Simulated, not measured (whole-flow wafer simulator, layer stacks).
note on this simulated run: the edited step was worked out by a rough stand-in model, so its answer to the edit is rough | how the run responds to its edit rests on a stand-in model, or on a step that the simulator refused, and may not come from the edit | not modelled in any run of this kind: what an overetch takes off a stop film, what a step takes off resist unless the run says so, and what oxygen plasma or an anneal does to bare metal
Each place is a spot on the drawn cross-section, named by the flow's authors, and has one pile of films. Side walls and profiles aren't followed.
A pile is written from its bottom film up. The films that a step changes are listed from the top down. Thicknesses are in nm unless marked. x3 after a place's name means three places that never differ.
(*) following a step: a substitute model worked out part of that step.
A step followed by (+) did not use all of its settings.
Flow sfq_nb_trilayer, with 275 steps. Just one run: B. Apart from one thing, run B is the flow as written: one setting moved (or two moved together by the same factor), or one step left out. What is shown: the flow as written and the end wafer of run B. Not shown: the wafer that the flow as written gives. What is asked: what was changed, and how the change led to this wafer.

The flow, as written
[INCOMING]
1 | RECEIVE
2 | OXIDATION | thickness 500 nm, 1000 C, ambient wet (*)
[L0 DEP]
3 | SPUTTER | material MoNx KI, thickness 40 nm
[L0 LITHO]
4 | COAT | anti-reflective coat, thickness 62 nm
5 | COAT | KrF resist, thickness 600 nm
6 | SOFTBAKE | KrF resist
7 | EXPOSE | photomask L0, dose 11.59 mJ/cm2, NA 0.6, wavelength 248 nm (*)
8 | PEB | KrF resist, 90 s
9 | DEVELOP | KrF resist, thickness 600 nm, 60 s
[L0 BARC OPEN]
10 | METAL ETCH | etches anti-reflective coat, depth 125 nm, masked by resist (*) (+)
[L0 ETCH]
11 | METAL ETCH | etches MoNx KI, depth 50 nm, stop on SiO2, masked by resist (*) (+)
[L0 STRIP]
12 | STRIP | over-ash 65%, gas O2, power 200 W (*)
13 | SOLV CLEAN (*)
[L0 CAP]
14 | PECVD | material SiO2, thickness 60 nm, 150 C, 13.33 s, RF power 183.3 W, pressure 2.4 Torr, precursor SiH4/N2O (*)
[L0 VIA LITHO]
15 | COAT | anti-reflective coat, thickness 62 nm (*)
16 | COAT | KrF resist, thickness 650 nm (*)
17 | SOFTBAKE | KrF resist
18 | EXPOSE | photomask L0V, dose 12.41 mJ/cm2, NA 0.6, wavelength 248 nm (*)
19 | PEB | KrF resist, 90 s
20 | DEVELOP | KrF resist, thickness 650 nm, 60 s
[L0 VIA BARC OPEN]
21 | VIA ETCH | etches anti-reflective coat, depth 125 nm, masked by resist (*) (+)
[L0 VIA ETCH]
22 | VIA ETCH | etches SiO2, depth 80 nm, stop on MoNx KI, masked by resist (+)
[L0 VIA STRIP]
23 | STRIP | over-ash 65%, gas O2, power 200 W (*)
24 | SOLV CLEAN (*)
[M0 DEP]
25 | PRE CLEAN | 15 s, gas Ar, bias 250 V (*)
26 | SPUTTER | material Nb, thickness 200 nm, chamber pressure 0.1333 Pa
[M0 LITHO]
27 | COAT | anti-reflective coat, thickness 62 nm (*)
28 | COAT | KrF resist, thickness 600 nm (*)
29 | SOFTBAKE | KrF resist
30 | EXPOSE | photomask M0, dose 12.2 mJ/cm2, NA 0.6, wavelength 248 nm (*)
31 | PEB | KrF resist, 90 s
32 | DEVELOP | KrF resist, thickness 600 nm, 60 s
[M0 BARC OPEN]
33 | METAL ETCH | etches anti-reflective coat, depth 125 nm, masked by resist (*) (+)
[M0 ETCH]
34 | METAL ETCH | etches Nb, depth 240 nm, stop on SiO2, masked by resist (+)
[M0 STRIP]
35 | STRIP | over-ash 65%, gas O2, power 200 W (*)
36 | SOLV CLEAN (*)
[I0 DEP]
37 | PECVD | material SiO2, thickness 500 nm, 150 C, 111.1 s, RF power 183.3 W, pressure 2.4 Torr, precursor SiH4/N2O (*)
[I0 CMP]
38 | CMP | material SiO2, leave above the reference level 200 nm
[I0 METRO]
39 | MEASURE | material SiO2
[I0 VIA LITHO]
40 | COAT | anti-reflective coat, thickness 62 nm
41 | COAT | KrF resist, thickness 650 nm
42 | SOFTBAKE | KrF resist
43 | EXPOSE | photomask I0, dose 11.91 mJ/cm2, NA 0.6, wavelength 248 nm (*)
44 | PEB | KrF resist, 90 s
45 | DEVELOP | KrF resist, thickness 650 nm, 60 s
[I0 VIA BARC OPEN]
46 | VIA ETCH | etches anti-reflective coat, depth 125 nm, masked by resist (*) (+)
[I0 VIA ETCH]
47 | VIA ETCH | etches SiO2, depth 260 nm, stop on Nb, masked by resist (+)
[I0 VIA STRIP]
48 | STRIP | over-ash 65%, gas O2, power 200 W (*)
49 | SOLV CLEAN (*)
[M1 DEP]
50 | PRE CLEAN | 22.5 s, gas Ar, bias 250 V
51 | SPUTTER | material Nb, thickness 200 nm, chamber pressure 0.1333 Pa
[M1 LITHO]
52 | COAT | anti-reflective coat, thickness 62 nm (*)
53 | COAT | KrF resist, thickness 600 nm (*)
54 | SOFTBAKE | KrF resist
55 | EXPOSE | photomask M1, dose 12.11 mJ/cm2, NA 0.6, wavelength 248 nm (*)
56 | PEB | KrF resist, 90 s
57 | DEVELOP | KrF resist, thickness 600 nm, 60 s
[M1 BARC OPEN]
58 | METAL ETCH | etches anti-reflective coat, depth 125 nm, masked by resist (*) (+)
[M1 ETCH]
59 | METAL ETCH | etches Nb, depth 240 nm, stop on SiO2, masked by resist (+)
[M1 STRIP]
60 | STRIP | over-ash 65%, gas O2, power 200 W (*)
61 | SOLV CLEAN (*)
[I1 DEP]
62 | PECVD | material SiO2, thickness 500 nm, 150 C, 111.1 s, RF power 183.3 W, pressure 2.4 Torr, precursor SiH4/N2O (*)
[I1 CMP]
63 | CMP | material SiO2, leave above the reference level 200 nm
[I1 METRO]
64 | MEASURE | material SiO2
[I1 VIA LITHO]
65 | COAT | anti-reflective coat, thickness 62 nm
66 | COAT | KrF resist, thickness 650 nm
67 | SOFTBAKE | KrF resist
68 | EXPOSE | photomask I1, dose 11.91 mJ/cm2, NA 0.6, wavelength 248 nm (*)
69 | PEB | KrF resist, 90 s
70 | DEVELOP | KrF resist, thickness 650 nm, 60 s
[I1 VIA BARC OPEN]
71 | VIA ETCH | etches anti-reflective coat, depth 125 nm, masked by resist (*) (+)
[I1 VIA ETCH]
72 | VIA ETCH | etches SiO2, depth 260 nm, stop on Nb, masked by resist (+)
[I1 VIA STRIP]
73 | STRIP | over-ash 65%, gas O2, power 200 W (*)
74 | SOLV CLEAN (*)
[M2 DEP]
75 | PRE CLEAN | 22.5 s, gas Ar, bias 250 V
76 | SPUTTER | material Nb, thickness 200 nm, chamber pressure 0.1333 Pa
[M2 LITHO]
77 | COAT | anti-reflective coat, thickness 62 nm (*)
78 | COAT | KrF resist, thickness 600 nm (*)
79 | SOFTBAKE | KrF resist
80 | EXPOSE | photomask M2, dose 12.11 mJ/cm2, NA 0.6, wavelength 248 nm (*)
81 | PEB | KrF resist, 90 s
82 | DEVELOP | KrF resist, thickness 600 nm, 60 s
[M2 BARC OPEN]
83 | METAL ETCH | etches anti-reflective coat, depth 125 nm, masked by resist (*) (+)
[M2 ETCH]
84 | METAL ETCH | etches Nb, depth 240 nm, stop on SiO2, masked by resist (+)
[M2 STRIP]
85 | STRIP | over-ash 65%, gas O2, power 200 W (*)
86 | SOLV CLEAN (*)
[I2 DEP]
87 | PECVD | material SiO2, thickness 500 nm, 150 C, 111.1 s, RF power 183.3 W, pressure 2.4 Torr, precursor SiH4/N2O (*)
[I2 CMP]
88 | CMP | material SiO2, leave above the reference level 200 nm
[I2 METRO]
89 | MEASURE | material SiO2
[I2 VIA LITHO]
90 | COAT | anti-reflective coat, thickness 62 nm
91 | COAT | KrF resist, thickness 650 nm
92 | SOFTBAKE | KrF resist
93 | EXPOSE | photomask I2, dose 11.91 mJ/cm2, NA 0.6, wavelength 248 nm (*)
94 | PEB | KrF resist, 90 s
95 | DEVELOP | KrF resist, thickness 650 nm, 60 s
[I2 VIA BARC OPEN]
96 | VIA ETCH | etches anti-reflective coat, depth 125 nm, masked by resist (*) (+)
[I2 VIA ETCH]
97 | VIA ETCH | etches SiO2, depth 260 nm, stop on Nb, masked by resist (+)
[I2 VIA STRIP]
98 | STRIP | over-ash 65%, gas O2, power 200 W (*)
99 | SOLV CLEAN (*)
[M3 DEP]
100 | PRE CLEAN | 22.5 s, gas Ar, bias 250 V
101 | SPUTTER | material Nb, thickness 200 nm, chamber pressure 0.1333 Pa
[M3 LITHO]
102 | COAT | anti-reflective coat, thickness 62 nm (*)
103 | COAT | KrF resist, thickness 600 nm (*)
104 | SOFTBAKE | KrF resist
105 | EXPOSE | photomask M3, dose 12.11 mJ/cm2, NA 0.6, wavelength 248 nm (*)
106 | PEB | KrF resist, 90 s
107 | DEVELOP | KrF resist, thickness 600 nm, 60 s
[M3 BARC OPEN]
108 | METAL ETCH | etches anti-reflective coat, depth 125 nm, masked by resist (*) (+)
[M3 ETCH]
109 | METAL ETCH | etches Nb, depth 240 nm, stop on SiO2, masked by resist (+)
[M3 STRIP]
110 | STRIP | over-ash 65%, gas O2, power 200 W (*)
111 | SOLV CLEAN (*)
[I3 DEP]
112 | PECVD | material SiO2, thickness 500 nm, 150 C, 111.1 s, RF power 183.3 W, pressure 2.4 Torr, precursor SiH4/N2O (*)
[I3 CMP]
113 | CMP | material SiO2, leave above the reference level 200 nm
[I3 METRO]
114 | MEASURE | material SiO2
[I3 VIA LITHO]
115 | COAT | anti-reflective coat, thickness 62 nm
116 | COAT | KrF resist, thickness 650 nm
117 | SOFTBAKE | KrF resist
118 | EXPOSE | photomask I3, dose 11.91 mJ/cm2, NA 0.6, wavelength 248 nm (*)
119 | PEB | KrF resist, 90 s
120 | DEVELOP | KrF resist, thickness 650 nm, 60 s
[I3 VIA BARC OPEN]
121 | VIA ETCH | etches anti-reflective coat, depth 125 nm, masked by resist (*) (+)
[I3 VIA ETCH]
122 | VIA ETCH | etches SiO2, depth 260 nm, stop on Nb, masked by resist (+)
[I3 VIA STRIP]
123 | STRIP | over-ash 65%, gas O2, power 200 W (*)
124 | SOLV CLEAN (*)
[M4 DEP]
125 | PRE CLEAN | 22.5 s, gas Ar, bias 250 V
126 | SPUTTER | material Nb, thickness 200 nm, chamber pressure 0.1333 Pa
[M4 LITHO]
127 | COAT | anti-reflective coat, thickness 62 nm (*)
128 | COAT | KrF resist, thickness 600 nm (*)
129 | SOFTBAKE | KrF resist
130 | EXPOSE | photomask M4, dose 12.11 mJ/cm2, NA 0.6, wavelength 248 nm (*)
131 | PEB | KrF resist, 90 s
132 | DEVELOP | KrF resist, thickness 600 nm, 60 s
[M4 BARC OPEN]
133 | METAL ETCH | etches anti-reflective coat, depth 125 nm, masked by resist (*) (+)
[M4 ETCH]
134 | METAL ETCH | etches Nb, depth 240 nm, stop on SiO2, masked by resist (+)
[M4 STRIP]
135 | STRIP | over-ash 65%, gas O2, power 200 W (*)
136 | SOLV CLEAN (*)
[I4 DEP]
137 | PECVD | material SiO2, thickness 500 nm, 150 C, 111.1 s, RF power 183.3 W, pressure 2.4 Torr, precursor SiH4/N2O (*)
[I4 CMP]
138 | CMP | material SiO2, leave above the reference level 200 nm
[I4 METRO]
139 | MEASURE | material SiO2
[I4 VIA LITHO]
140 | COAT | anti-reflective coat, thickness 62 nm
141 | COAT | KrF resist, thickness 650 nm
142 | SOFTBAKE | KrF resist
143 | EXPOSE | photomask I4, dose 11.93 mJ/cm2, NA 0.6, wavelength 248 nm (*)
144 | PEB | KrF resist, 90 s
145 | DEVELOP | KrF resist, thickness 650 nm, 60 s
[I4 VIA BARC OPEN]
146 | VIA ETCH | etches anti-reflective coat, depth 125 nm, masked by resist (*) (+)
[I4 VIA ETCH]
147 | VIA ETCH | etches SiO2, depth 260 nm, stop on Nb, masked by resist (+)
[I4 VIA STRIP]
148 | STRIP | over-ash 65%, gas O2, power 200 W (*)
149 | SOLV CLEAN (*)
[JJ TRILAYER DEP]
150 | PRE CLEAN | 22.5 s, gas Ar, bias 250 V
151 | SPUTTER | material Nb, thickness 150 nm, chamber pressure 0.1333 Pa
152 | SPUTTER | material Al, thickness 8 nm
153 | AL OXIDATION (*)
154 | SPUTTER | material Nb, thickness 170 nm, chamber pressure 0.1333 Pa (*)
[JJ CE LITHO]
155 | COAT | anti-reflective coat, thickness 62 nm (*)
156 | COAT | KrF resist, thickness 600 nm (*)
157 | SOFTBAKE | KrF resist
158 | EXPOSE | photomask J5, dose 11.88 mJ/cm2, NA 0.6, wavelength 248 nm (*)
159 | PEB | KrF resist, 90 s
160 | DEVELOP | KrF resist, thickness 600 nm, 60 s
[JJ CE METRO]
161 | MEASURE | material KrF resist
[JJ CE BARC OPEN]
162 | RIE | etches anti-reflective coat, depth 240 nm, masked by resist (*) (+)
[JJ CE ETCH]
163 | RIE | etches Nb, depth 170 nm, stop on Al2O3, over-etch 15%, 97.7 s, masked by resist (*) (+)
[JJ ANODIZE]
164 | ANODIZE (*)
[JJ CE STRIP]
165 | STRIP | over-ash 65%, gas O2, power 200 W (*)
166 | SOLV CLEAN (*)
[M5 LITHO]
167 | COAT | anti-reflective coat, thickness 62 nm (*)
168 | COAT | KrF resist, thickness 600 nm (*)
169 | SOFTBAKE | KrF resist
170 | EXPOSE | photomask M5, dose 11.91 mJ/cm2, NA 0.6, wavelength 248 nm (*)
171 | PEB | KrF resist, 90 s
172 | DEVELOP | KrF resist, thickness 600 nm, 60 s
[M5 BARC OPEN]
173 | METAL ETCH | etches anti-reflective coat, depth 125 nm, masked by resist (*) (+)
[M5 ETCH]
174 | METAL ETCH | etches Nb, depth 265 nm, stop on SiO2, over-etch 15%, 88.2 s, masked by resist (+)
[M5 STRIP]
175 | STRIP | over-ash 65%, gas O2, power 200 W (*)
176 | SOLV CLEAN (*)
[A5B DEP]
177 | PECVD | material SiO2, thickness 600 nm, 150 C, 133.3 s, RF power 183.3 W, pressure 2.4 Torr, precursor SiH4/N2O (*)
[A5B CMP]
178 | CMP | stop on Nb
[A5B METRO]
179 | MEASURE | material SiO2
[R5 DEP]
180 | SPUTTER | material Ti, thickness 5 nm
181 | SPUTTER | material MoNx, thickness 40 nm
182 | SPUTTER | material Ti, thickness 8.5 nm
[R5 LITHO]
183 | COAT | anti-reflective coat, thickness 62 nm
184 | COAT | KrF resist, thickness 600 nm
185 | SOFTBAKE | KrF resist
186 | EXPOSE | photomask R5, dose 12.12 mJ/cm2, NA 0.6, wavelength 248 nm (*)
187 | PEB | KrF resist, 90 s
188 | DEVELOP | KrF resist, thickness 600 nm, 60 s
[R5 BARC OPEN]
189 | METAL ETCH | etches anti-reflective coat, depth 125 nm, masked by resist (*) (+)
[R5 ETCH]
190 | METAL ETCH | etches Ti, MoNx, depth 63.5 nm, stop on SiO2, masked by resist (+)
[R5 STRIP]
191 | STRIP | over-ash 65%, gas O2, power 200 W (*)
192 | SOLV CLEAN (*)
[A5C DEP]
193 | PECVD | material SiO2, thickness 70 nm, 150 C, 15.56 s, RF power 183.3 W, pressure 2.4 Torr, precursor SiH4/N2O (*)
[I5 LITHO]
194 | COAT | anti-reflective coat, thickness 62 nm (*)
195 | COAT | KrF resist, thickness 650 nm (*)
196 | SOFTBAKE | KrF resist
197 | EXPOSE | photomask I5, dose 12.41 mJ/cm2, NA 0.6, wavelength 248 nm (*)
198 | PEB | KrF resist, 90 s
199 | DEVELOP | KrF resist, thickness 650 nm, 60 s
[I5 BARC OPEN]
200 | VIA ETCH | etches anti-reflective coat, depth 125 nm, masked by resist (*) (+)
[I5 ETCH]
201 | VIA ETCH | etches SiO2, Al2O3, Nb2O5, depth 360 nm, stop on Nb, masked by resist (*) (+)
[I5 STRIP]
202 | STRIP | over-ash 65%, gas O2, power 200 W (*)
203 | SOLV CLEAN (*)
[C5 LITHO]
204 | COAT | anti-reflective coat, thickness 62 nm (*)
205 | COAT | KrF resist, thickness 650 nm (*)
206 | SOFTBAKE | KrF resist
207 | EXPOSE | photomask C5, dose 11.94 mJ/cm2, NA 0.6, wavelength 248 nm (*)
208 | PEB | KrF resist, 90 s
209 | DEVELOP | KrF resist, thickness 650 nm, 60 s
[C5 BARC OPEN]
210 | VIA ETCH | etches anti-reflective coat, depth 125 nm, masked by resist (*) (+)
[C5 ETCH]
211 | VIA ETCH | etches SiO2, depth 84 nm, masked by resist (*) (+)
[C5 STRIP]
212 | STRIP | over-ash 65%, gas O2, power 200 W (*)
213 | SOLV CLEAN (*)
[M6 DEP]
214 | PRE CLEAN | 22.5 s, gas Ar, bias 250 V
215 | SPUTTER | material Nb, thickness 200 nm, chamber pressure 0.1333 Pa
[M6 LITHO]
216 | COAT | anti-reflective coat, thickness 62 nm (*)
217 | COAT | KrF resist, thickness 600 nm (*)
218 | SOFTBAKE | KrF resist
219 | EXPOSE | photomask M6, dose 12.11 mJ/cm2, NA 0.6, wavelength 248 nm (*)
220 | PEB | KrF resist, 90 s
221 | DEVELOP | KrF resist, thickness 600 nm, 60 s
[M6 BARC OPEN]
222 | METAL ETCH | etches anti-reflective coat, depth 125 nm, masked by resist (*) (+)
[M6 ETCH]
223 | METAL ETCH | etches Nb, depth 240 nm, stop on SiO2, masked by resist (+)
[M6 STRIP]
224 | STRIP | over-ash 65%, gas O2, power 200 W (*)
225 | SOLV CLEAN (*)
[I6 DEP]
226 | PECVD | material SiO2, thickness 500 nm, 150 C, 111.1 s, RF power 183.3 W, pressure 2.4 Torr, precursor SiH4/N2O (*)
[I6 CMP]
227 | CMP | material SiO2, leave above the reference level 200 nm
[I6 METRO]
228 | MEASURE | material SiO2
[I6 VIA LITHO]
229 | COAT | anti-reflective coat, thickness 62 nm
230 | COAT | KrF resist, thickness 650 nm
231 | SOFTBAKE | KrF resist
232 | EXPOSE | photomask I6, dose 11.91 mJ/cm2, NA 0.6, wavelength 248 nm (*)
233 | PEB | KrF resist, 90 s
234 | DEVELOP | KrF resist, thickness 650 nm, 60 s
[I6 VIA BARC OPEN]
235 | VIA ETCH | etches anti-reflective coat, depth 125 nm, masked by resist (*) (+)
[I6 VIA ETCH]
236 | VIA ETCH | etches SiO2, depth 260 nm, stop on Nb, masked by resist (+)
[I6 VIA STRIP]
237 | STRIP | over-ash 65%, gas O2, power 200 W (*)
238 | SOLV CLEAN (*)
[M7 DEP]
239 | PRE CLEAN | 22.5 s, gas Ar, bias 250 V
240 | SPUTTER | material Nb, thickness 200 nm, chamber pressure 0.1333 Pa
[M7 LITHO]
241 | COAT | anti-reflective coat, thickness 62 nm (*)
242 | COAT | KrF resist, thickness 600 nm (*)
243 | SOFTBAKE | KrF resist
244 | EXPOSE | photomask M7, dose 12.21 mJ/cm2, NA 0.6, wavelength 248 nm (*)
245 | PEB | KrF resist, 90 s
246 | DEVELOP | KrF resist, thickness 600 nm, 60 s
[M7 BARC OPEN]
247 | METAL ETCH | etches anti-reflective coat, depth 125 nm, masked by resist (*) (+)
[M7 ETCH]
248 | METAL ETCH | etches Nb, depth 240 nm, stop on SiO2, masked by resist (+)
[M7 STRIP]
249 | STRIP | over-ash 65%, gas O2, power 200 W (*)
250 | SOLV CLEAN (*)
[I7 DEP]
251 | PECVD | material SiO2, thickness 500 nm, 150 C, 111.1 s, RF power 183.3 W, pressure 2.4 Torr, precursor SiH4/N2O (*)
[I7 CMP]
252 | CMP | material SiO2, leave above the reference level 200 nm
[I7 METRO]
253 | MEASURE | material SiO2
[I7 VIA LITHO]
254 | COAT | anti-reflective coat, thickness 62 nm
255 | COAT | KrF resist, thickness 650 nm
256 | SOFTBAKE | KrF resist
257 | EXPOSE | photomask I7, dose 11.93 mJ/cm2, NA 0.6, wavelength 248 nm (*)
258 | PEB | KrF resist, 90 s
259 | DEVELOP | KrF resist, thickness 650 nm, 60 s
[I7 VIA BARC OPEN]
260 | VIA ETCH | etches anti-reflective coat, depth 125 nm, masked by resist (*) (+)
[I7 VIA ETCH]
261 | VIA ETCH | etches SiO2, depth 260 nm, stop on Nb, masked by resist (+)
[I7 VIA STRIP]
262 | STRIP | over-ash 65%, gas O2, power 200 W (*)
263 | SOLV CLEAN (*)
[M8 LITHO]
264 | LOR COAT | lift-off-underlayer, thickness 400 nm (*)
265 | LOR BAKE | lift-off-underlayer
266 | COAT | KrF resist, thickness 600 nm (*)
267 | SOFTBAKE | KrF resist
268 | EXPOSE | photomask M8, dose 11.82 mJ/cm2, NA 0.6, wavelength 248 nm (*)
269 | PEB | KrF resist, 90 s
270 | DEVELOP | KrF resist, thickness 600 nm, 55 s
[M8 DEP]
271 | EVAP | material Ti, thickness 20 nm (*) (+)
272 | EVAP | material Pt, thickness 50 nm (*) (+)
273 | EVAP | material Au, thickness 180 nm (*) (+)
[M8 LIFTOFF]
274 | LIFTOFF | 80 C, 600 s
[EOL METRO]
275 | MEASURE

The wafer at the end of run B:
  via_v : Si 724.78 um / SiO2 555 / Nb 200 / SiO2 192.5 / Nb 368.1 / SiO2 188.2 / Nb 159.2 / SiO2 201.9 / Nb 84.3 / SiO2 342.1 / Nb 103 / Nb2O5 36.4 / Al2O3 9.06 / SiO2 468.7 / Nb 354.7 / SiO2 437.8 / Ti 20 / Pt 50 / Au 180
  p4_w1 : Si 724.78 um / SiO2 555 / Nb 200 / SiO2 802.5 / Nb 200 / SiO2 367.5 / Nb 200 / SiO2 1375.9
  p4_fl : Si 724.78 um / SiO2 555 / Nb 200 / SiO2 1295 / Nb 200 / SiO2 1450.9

What caused this: step 87, PECVD: thickness 225 nm was run, while the flow as written has thickness 500 nm; step 87, PECVD: 50 s was run, where the flow has 111.1 s.

Step by step, how the change led to this:
  87 | PECVD | material SiO2, thickness 500 nm, 150 C, 111.1 s, RF power 183.3 W, pressure 2.4 Torr, precursor SiH4/N2O (*)
      field_l, be, be_sur and 81 more: +225 SiO2 (as written it would have been: +500 SiO2)
      v_sur, via_wl, via_w and 18 more: +225 SiO2 (new film) (as written it would have been: +500 SiO2 (new film))
      (as well as at 1 more place)
  88 | CMP | material SiO2, leave above the reference level 200 nm
      field_l, be, be_sur and 81 more: nothing (as written it would have been: -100 SiO2)
      via_v: nothing (as written it would have been: -181.6 SiO2)
      (as well as at 21 more places)
  90 | COAT | anti-reflective coat, thickness 62 nm
      m0r_space_l, m0r_space_r, m6r_space_l x2, m7r_space_l x2: +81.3 anti-reflective coat (new film) (as written it would have been: +62 anti-reflective coat (new film))
      p3_s1, p3_s3, p3_l4, p3_s4: +63.9 anti-reflective coat (new film) (as written it would have been: +62 anti-reflective coat (new film))
      (as well as at 71 more places)
  91 | COAT | KrF resist, thickness 650 nm
      m0r_line_l, m0r_line_r, m6r_line_l x2, m7r_line_l x2: +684 KrF resist (new film) (as written it would have been: +650 KrF resist (new film))
      m0r_space_l, m0r_space_r, m6r_space_l x2, m7r_space_l x2: +673 KrF resist (new film) (as written it would have been: +650 KrF resist (new film))
      (as well as at 55 more places)
  95 | DEVELOP | KrF resist, thickness 650 nm, 60 s
      via_w: -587 KrF resist (all of it) (as written it would have been: -648.6 KrF resist (all of it))
  96 | VIA ETCH | etches anti-reflective coat, depth 125 nm, masked by resist (*) (+)
      field_l, v_sur, via_wl and 102 more: -40 KrF resist (as written it would have been: -51.7 KrF resist)
      via_w: -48 anti-reflective coat (all of it), -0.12 SiO2 (as written it would have been: -62 anti-reflective coat (all of it), -0.16 SiO2)
  98 | STRIP | over-ash 65%, gas O2, power 200 W (*)
      m0r_line_l, m0r_line_r, m6r_line_l x2, m7r_line_l x2: -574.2 KrF resist (all of it), -61.7 anti-reflective coat (all of it) (as written it would have been: -528.6 KrF resist (all of it), -62 anti-reflective coat (all of it))
      m0r_space_l, m0r_space_r, m6r_space_l x2, m7r_space_l x2: -563.3 KrF resist (all of it), -81.3 anti-reflective coat (all of it) (as written it would have been: -528.6 KrF resist (all of it), -62 anti-reflective coat (all of it))
      (as well as at 93 more places)
  101 | SPUTTER | material Nb, thickness 200 nm, chamber pressure 0.1333 Pa
      via_v: +159.2 Nb (new film) (as written it would have been: +200 Nb (new film))
  102 | COAT | anti-reflective coat, thickness 62 nm (*)
      p3_s1, p3_l3, p3_s3, p3_l4, p3_s4, p3_l5: +63.9 anti-reflective coat (new film) (as written it would have been: +62 anti-reflective coat (new film))
      m0r_space_l, m0r_space_r, m6r_space_l x2, m7r_space_l x2: +79.9 anti-reflective coat (new film) (as written it would have been: +62 anti-reflective coat (new film))
      (as well as at 68 more places)
  103 | COAT | KrF resist, thickness 600 nm (*)
      m0r_line_l, m0r_line_r, m6r_line_l x2, m7r_line_l x2: +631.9 KrF resist (new film) (as written it would have been: +600 KrF resist (new film))
      m0r_space_l, m0r_space_r, m6r_space_l x2, m7r_space_l x2: +623.3 KrF resist (new film) (as written it would have been: +600 KrF resist (new film))
      (as well as at 56 more places)
  107 | DEVELOP | KrF resist, thickness 600 nm, 60 s
      m0r_line_l, m0r_line_r, m6r_line_l x2, m7r_line_l x2: -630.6 KrF resist (all of it) (as written it would have been: -598.7 KrF resist (all of it))
      m0r_space_l, m0r_space_r, m6r_space_l x2, m7r_space_l x2: -622 KrF resist (all of it) (as written it would have been: -598.7 KrF resist (all of it))
      (as well as at 33 more places)
  108 | METAL ETCH | etches anti-reflective coat, depth 125 nm, masked by resist (*) (+)
      m5r_linepad_l, m5r_linepad_r, r5r_spacepad_l, r5r_spacepad_r, m8r_pad_l, m8r_pad_r: -125 anti-reflective coat (as written it would have been: -62 anti-reflective coat (all of it))
      v_sur, via_wl, via_w and 28 more: -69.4 KrF resist (as written it would have been: -51.7 KrF resist)
      (as well as at 47 more places)
  109 | METAL ETCH | etches Nb, depth 240 nm, stop on SiO2, masked by resist (+)
      m5r_linepad_l, m5r_linepad_r: -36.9 anti-reflective coat (all of it), -200 Nb (all of it) (as written it would have been: -200 Nb (all of it))
      r5r_spacepad_l, r5r_spacepad_r: -37.1 anti-reflective coat (all of it), -200 Nb (all of it) (as written it would have been: -200 Nb (all of it))
      (as well as at 2 more places)
  110 | STRIP | over-ash 65%, gas O2, power 200 W (*)
      wl_a_sr, wl_b_sl: -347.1 KrF resist (all of it), -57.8 anti-reflective coat (all of it) (as written it would have been: -382.4 KrF resist (all of it), -62 anti-reflective coat (all of it))
      v_sur: -274.1 KrF resist (all of it), -38.5 anti-reflective coat (all of it) (as written it would have been: -365.3 KrF resist (all of it), -61.1 anti-reflective coat (all of it))
      (as well as at 27 more places)
  112 | PECVD | material SiO2, thickness 500 nm, 150 C, 111.1 s, RF power 183.3 W, pressure 2.4 Torr, precursor SiH4/N2O (*)
      via_v: +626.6 SiO2 (new film) (as written it would have been: +500 SiO2 (new film))
  113 | CMP | material SiO2, leave above the reference level 200 nm
      field_l, be, be_sur and 64 more: nothing (as written it would have been: -100 SiO2)
      p4_g1, p4_g2, p3_s0, p3_s1, p3_s2, p3_s3, p3_s4, p3_s5: nothing (as written it would have been: -157.1 SiO2)
      (as well as at 10 more places)
  ... 32 other steps ...
  178 | CMP | stop on Nb
      via_v: -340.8 SiO2 (as written it would have been: -453.5 SiO2)
With metal films that touch counted as one body, via_v has 7 bodies (between them, from the top down: SiO2 437.8; SiO2 468.7 / Al2O3 9.06 / Nb2O5 36.4; SiO2 342.1; SiO2 201.9; SiO2 188.2; SiO2 192.5); the flow as written gives 6 bodies (between them, from the top down: SiO2 437.8; SiO2 209 / Al2O3 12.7 / Nb2O5 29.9; SiO2 425.9; SiO2 416.9; SiO2 192.5).
